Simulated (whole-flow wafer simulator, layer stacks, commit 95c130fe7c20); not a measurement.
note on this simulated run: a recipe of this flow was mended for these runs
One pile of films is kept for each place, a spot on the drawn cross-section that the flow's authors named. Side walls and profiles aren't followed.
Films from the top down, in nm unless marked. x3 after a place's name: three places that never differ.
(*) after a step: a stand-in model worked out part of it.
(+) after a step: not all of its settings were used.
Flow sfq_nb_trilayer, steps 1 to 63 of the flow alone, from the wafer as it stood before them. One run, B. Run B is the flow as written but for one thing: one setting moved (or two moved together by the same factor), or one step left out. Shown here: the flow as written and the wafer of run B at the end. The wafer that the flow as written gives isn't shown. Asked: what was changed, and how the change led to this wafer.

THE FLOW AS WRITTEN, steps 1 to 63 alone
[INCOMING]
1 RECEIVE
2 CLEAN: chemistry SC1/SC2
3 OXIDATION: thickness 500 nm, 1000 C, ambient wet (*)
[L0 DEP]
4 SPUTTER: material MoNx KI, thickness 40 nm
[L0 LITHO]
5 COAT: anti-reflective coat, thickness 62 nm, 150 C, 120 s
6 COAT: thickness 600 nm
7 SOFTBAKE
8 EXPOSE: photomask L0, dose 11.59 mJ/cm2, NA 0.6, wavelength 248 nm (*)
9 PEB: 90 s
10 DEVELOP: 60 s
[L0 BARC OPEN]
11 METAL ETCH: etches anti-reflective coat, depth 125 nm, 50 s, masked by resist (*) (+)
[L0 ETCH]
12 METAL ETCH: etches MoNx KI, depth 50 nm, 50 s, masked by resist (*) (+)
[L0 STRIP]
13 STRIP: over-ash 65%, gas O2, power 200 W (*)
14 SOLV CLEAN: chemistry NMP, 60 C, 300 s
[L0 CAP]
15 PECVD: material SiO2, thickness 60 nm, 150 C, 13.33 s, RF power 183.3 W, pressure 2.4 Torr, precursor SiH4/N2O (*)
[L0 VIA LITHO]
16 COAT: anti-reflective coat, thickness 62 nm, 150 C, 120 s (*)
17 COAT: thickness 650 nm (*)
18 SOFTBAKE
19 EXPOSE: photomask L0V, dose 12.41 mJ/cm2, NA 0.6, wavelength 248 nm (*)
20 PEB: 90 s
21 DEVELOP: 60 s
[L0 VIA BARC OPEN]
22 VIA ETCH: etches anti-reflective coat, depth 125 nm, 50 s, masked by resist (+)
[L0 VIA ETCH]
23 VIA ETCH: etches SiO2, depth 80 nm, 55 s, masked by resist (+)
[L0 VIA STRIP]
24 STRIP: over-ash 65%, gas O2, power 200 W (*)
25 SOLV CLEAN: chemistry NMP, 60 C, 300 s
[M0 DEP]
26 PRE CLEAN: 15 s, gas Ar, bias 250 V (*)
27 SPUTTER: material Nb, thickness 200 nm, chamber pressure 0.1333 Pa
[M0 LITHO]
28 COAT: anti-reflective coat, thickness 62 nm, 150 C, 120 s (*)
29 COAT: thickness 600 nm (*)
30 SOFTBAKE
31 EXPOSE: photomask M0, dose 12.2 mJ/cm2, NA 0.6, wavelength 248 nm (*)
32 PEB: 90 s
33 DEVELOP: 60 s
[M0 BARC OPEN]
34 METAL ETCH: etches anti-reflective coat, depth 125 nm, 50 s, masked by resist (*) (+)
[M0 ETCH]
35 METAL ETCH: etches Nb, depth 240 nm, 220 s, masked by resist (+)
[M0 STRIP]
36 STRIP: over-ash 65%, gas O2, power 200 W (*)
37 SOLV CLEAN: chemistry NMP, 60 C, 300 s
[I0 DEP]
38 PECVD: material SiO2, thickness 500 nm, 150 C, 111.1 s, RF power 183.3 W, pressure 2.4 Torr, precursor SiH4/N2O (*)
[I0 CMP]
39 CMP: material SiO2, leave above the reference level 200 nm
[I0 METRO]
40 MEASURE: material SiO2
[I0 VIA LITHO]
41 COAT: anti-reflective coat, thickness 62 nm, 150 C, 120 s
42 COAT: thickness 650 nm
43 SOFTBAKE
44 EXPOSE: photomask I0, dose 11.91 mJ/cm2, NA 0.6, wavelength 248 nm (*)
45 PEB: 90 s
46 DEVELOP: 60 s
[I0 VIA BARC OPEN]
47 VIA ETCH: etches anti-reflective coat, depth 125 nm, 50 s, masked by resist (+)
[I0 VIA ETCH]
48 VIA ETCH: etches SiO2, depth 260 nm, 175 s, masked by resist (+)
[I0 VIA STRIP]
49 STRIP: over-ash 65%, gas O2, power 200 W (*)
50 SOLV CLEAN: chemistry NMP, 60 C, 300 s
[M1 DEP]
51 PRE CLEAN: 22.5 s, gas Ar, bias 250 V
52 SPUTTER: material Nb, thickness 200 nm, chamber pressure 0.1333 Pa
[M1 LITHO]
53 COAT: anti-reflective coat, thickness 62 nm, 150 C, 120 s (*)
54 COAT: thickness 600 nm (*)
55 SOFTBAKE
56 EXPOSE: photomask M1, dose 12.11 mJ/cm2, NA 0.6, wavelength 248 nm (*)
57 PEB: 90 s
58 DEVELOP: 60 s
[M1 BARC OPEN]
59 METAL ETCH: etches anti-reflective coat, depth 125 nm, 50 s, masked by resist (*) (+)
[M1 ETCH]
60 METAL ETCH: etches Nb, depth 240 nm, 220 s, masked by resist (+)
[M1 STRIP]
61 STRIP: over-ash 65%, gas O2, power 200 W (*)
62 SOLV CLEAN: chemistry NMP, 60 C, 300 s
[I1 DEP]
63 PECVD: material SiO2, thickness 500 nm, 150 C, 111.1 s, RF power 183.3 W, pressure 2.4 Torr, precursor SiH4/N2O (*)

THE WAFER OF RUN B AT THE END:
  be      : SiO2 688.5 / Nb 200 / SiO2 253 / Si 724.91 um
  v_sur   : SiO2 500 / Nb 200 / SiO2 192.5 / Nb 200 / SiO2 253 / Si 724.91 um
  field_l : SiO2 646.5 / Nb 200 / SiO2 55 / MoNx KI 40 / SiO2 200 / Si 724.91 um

The cause: step 3, OXIDATION: thickness 200 nm was run, where the flow has thickness 500 nm.
It can be read off the wafer: field_l has SiO2 200, and step 3 as written asks for 500 nm.

How the change led to this, step by step:
  3 OXIDATION: thickness 500 nm, 1000 C, ambient wet (*)
      field_l, v_sur, via_wl and 103 more: SiO2 +200 (new film), chemical SiO2 -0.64 (all of it), Si -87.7 (as written it would be: SiO2 +500 (new film), chemical SiO2 -0.64 (all of it), Si -219.7)
